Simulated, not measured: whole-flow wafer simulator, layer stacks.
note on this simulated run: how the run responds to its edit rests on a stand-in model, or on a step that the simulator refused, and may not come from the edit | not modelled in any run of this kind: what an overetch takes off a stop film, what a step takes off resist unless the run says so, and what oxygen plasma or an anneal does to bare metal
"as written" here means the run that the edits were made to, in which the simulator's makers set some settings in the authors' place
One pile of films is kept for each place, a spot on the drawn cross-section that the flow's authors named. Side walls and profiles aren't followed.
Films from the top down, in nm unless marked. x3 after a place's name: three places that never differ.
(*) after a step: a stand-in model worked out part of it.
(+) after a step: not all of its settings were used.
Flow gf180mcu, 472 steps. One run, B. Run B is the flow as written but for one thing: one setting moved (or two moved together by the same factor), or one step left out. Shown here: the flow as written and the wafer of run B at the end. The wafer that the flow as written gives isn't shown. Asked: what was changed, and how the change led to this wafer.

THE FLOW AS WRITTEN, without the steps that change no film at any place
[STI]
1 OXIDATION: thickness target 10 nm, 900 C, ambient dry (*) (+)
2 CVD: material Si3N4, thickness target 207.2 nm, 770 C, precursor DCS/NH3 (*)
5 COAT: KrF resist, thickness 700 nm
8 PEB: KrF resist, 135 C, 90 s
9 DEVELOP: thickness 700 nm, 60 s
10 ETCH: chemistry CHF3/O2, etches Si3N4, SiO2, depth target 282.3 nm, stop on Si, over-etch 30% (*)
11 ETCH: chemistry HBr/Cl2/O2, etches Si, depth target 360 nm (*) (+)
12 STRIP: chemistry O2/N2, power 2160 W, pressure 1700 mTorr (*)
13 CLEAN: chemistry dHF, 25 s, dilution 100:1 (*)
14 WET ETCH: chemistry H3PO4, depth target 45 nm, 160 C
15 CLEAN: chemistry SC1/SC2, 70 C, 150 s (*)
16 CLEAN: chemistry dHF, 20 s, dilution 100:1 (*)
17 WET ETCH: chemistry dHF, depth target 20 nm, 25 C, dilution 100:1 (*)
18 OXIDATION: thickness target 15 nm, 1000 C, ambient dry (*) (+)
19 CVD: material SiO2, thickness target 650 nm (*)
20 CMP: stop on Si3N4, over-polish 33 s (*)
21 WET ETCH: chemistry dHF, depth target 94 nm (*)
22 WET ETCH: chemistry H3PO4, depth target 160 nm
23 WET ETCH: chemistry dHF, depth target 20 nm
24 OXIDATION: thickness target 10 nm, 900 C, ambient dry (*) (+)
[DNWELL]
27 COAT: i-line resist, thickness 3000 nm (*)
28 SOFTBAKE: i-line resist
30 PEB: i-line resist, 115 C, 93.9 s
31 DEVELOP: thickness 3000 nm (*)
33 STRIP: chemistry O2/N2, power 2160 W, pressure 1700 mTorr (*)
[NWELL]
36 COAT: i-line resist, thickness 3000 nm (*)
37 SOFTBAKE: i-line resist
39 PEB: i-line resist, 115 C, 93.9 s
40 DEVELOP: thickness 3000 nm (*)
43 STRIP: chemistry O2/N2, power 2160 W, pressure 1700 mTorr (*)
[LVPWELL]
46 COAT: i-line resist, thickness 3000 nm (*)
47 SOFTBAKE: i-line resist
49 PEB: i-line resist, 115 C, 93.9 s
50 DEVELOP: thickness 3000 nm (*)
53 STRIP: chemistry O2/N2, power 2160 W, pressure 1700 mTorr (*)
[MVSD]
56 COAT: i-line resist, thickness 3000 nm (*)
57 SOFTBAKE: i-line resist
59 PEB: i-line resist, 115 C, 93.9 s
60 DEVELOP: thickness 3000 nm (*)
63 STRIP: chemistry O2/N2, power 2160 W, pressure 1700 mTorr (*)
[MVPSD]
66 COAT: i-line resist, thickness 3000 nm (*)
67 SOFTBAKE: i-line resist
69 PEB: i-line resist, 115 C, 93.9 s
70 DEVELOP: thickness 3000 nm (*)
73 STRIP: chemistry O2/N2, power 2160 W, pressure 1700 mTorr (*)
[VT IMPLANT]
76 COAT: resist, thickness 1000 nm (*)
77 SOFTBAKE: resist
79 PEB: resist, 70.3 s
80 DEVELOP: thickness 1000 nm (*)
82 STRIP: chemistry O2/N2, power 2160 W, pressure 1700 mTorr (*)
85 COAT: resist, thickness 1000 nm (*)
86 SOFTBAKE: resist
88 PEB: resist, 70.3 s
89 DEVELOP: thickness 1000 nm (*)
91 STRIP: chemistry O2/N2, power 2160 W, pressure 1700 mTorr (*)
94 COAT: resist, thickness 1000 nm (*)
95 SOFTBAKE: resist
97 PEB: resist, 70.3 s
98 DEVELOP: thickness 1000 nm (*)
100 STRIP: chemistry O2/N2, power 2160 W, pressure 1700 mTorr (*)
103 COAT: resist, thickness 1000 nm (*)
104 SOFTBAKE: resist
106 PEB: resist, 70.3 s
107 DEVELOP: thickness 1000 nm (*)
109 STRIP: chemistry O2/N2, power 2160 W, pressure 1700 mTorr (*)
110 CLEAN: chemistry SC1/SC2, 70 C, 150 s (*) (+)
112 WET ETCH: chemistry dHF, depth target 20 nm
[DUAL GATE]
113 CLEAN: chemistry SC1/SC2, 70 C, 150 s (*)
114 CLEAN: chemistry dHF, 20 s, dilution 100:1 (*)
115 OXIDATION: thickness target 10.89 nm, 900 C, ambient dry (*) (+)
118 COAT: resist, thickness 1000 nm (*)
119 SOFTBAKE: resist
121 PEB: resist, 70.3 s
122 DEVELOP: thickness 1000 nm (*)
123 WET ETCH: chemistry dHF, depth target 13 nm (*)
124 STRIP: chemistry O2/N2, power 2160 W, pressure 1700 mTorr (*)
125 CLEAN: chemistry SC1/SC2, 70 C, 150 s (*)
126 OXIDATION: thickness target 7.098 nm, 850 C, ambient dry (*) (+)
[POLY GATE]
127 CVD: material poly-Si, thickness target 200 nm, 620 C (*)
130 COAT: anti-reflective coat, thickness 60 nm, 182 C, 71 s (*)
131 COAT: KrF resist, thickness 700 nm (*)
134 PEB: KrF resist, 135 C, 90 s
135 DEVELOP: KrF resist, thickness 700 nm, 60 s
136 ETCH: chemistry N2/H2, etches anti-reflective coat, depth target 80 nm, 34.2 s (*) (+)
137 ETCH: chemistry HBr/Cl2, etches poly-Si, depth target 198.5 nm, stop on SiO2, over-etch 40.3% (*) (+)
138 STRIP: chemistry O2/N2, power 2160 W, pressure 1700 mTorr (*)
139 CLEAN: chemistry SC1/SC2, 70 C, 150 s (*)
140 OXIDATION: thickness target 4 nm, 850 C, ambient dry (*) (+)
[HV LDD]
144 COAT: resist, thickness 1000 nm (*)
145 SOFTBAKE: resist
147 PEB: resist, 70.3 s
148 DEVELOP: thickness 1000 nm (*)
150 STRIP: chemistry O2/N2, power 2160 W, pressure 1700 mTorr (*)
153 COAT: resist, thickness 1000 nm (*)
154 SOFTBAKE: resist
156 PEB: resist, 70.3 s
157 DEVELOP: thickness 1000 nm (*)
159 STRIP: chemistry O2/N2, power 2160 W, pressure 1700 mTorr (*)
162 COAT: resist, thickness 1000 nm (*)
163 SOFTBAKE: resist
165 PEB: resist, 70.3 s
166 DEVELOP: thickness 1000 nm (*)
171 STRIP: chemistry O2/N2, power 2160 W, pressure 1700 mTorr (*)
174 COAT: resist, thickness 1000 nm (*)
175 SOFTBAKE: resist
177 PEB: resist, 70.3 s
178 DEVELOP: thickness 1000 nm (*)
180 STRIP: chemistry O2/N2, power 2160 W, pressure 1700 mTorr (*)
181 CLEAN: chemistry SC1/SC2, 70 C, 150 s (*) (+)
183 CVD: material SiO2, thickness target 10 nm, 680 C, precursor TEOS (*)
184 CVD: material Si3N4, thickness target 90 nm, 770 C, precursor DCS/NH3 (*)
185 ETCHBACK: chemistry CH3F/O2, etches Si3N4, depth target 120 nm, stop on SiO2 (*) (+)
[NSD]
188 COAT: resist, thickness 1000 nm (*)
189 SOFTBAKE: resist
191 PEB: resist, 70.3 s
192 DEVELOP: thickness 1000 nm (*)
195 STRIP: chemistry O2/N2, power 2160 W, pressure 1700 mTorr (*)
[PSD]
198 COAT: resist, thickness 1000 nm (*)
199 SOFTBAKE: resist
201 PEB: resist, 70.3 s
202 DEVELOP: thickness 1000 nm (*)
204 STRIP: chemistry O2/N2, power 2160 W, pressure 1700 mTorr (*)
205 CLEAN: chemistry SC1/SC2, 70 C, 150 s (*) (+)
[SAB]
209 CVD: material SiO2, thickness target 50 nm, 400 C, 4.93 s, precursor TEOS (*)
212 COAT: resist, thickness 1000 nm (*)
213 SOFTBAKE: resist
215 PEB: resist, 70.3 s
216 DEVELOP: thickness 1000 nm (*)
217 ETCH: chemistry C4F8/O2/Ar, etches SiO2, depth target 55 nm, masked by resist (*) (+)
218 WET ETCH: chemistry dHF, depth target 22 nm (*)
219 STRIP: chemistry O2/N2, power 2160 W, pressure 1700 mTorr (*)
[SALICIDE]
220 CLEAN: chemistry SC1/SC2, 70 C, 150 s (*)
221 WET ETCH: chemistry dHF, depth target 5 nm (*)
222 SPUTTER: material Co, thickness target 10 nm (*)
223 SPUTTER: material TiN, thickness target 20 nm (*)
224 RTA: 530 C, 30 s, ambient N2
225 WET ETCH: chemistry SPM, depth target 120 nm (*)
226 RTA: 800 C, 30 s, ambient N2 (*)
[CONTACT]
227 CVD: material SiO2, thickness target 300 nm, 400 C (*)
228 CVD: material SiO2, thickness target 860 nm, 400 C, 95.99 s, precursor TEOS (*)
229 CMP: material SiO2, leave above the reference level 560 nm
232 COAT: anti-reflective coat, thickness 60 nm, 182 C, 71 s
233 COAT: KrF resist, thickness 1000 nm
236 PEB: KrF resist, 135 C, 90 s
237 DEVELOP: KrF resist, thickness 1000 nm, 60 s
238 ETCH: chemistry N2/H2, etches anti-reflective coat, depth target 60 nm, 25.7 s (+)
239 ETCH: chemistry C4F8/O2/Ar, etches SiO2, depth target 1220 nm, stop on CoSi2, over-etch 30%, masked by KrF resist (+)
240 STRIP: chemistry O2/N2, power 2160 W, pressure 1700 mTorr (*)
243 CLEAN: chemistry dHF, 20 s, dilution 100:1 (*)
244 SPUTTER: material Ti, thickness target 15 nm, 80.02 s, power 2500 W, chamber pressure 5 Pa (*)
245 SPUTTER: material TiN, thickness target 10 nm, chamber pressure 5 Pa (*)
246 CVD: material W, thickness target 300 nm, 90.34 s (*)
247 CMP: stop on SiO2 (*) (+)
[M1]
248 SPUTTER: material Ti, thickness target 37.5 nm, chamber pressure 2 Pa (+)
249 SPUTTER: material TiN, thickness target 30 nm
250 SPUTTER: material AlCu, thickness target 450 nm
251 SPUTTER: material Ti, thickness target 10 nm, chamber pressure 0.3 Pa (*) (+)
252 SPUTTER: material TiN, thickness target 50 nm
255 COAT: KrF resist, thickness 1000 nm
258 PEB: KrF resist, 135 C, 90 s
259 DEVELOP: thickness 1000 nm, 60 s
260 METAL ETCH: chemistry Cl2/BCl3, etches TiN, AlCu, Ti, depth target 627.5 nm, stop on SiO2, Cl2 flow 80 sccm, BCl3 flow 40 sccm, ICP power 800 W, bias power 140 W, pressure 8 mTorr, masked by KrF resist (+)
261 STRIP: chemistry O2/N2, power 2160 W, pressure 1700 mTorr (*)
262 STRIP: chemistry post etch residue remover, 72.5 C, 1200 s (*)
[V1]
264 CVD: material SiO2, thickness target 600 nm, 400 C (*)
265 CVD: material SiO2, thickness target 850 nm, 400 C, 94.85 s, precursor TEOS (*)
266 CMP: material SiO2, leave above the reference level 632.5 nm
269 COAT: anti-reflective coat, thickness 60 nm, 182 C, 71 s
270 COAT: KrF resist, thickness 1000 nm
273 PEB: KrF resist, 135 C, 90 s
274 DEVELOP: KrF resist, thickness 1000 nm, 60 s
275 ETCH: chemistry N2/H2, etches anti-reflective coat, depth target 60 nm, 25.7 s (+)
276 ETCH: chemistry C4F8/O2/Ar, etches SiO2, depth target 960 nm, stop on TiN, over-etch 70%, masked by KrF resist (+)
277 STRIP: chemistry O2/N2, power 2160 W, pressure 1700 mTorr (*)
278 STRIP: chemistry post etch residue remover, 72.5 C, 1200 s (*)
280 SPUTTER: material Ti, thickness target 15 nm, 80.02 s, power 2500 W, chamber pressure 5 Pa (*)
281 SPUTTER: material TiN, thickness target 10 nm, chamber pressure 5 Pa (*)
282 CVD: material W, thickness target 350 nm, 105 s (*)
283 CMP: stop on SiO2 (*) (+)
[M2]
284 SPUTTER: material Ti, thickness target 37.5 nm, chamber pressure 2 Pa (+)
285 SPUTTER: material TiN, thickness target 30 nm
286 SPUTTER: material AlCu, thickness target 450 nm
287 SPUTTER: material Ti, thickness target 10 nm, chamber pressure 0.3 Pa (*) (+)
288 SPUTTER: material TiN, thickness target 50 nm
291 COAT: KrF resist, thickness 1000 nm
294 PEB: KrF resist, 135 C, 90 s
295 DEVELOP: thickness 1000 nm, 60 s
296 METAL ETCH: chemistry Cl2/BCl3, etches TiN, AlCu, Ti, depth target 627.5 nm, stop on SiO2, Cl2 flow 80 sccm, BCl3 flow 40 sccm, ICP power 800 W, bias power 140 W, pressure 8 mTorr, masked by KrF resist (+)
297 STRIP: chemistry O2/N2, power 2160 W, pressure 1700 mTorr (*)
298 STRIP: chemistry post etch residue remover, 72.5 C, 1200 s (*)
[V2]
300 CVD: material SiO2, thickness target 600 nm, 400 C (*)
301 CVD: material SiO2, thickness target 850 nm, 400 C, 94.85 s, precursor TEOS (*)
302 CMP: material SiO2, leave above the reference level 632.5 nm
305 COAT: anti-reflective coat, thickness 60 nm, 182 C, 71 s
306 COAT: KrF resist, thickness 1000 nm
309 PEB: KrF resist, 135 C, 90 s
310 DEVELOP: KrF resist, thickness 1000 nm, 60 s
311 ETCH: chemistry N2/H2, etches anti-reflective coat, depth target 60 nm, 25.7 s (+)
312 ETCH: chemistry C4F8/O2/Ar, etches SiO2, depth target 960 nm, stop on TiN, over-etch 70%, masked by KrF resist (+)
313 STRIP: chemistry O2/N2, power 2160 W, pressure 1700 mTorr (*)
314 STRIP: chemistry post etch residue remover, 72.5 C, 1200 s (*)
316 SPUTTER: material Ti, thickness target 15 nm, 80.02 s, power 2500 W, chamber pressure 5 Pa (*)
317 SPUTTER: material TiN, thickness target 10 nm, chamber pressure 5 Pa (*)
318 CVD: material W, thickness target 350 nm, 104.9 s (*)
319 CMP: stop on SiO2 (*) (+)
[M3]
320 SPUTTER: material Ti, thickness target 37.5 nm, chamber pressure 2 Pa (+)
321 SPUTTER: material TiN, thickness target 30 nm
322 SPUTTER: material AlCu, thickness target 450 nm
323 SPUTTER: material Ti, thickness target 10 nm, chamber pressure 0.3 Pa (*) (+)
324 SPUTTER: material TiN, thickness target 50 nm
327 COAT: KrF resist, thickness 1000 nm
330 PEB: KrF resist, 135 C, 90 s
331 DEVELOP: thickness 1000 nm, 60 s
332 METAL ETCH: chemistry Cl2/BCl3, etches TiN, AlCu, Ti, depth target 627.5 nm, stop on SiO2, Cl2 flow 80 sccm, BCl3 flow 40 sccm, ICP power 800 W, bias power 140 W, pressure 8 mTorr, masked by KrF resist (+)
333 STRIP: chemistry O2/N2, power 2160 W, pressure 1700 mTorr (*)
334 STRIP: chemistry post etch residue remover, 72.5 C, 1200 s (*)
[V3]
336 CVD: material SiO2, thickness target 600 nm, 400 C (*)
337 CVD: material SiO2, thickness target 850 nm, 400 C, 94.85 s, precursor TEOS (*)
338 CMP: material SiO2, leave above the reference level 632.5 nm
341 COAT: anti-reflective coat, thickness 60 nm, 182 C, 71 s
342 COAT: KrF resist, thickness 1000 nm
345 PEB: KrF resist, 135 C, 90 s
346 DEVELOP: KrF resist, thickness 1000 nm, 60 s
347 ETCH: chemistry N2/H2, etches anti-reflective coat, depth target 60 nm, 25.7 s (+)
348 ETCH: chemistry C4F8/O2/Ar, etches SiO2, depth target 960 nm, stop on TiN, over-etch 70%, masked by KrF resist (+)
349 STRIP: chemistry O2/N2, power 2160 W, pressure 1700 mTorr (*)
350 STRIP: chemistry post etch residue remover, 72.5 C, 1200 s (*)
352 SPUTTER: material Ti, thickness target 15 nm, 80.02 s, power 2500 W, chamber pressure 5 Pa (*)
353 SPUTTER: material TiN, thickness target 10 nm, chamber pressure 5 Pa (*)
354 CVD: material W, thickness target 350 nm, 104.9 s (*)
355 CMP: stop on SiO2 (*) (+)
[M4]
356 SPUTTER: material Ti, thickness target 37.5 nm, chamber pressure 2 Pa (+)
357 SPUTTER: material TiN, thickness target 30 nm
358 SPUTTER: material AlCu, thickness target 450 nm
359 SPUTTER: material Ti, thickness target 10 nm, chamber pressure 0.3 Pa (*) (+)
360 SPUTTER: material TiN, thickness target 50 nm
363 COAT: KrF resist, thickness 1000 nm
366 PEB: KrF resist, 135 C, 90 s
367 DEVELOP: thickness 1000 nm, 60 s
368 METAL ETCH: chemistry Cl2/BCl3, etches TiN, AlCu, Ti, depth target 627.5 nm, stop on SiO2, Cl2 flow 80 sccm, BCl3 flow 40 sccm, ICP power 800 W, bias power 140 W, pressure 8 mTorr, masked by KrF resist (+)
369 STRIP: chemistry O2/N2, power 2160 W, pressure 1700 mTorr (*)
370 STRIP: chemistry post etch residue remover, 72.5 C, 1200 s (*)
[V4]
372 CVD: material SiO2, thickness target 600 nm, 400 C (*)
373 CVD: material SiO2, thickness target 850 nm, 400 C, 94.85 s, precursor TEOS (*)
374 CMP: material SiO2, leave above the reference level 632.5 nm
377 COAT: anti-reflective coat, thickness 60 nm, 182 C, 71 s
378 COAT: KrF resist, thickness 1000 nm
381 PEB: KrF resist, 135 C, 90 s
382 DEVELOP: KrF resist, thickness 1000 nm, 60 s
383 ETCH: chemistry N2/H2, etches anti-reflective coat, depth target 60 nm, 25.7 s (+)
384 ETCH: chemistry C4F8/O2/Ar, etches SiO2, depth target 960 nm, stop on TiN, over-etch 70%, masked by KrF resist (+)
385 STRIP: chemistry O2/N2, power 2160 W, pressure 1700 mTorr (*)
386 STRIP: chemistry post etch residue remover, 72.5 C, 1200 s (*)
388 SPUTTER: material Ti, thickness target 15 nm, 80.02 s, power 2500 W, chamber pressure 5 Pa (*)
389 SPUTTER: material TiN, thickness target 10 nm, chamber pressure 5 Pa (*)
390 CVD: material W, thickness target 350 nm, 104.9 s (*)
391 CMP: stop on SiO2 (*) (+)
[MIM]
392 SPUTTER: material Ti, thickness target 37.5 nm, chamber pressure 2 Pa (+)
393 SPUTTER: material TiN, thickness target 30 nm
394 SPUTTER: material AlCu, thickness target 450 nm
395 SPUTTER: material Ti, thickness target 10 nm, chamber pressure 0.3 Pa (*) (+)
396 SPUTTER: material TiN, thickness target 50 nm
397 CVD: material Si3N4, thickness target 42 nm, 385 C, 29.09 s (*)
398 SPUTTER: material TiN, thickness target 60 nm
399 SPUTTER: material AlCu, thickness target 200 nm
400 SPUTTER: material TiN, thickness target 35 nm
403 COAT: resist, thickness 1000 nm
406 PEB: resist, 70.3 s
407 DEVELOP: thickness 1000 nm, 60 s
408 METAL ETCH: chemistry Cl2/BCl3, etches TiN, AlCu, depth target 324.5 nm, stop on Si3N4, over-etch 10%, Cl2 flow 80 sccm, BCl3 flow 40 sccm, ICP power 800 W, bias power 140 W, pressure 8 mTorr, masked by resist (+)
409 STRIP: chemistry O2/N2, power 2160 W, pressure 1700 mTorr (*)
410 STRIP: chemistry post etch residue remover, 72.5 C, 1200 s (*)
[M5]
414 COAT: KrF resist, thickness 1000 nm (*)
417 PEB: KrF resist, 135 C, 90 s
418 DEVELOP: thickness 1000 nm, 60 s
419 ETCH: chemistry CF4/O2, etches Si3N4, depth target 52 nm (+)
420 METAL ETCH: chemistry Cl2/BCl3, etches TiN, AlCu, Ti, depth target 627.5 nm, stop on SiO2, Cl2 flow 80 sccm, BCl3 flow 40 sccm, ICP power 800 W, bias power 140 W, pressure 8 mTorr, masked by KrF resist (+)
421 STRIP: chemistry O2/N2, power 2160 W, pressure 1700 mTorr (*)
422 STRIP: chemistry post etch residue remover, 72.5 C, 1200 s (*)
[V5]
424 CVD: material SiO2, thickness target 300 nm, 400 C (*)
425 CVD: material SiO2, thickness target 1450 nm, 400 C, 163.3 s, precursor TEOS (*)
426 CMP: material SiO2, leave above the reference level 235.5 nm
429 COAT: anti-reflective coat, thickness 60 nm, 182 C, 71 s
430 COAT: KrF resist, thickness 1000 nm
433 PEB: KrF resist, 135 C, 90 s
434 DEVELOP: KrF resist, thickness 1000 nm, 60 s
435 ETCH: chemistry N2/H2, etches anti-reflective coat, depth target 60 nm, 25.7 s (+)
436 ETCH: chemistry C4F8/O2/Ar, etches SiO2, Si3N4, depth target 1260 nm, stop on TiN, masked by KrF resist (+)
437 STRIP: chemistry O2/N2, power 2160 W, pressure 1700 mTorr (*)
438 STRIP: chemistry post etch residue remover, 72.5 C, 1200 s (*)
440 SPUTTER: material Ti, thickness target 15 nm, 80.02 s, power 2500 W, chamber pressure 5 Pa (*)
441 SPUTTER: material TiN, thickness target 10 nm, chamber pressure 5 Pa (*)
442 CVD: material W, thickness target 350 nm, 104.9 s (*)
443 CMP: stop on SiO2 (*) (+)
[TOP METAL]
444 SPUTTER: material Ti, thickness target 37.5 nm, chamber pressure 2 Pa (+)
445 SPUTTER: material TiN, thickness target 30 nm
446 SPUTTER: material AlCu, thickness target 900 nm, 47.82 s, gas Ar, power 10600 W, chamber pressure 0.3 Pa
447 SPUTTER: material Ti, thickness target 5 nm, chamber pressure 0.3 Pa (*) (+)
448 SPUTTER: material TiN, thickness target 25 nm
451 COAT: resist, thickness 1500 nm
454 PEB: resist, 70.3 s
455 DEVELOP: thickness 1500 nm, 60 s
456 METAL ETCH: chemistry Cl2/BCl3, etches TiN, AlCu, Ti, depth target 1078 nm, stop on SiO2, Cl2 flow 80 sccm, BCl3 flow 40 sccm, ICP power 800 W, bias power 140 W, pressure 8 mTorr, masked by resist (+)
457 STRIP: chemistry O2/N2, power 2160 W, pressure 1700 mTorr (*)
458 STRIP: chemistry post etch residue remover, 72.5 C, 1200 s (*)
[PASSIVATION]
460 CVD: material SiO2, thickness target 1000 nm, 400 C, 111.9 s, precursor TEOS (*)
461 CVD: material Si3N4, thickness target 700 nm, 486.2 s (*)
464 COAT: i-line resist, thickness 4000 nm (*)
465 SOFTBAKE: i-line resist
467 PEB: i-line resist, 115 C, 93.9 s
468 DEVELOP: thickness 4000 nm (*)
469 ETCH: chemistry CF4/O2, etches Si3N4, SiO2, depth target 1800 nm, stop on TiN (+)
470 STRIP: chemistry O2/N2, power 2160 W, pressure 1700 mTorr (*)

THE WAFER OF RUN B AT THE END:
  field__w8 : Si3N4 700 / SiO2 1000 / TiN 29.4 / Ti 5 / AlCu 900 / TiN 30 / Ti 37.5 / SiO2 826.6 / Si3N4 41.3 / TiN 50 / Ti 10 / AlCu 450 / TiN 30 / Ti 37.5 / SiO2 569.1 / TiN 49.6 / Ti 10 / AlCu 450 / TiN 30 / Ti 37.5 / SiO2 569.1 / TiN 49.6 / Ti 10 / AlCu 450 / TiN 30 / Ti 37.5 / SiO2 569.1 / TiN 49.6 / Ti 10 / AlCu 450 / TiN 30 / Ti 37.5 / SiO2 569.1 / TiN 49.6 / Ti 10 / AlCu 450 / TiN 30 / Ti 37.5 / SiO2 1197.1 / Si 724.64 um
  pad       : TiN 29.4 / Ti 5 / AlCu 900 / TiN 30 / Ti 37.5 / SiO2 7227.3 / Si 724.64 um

The cause: step 448, SPUTTER: thickness target 29.8 nm was run, where the flow has thickness target 25 nm.

How the change led to this, step by step:
  448 SPUTTER: material TiN, thickness target 25 nm
      field, field__w1, field__w2 and 109 more: TiN +29.8 (new film) (as written it would be: TiN +25 (new film))
  456 METAL ETCH: chemistry Cl2/BCl3, etches TiN, AlCu, Ti, depth target 1078 nm, stop on SiO2, Cl2 flow 80 sccm, BCl3 flow 40 sccm, ICP power 800 W, bias power 140 W, pressure 8 mTorr, masked by resist (+)
      field, field__w1, field__w2 and 103 more: TiN -29.8 (all of it), Ti -5 (all of it), AlCu -900 (all of it), TiN -30 (all of it), Ti -37.5 (all of it) (as written it would be: TiN -25 (all of it), Ti -5 (all of it), AlCu -900 (all of it), TiN -30 (all of it), Ti -37.5 (all of it))
  465 SOFTBAKE: i-line resist
      gate: i-line resist -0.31 (as written it would be: i-line resist +1.79)
      ld_acc_p, ld_fp_p, ld_drift_p: i-line resist +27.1 (as written it would be: i-line resist +33.8)
      (and at 56 more places)
